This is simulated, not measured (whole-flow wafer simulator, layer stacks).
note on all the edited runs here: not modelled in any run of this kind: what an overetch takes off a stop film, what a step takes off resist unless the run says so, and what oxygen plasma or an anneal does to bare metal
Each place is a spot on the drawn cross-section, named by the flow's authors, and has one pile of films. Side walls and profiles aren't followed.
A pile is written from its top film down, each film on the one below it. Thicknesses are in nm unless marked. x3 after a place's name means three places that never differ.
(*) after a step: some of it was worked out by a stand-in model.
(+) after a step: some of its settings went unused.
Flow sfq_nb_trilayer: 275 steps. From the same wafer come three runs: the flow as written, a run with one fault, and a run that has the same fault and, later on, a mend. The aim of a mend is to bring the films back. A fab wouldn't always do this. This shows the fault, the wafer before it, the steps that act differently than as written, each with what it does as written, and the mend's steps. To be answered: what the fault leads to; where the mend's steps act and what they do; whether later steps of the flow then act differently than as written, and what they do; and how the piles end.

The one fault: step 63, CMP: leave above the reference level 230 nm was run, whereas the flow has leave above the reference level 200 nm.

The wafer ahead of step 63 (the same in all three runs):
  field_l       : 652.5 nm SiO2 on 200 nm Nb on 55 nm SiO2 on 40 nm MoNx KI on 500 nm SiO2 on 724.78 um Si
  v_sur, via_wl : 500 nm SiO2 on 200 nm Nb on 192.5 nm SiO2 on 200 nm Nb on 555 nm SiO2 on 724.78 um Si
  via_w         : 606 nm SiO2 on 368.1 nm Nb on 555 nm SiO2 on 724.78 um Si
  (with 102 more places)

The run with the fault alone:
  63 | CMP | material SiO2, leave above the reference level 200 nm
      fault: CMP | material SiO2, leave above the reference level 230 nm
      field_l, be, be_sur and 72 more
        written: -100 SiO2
        fault: -70 SiO2
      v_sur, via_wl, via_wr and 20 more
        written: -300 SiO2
        fault: -270 SiO2
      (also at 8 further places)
  Steps further on in the flow that do not act as written (not shown: 3 more steps that differ only slightly, by at most 2% or 0.5 nm, whichever is larger):
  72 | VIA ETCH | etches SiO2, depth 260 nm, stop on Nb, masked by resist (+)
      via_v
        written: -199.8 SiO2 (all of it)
        fault: -229.8 SiO2 (all of it)
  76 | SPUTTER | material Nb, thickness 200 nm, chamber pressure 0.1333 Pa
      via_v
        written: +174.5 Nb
        fault: +168.9 Nb
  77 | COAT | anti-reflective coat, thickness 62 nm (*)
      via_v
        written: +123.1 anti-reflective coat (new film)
        fault: +129.6 anti-reflective coat (new film)
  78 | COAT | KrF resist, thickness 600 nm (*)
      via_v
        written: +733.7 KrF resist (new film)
        fault: +757.9 KrF resist (new film)
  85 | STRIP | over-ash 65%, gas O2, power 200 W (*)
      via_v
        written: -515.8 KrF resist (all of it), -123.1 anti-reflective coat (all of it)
        fault: -539.9 KrF resist (all of it), -129.6 anti-reflective coat (all of it)
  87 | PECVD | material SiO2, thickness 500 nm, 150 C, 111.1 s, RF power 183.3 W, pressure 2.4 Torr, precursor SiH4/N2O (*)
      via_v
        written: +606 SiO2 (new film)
        fault: +641.6 SiO2 (new film)
  At v_sur, via_wl, via_w and 36 more, the piles at the end differ from the flow's by more than 2% or 0.5 nm, whichever is larger.
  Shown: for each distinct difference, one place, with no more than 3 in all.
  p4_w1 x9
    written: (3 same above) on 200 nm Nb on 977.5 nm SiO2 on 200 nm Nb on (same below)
    fault: (3 same above) on 200 nm Nb on 1007.5 nm SiO2 on 200 nm Nb on (same below)
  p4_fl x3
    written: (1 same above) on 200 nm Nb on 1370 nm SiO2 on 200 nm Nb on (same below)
    fault: (1 same above) on 200 nm Nb on 1400 nm SiO2 on 200 nm Nb on (same below)
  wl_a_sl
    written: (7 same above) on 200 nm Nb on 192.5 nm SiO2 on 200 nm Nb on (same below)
    fault: (7 same above) on 200 nm Nb on 222.5 nm SiO2 on 200 nm Nb on (same below)

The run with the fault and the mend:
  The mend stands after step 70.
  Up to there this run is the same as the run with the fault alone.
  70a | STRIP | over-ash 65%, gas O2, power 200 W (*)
      field_l, v_sur, via_wl and 102 more
        -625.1 KrF resist (all of it), -62 anti-reflective coat (all of it)
      via_v
        -62 anti-reflective coat (all of it)
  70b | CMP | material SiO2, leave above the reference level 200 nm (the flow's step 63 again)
      field_l, v_sur, via_wl and 103 more
        -30 SiO2
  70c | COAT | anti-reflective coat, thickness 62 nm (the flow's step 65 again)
      field_l, v_sur, via_wl and 103 more
        +62 anti-reflective coat (new film)
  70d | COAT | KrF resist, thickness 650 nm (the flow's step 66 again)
      field_l, v_sur, via_wl and 103 more
        +650 KrF resist (new film)
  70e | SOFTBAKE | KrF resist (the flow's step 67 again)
      leaves every film unchanged at each place that is followed
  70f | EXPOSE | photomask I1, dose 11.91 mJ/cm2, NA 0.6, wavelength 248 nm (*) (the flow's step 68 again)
      leaves every film unchanged at each place that is followed
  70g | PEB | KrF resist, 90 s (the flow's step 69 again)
      field_l, v_sur, via_wl and 103 more
        -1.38 KrF resist
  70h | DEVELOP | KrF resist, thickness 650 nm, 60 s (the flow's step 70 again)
      field_l, v_sur, via_wl and 102 more
        -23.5 KrF resist
      via_v
        -648.6 KrF resist (all of it)
  Every later step of the flow that is run acts as written at every place that is followed.
  The piles end the same as the flow's at every place that both follow.
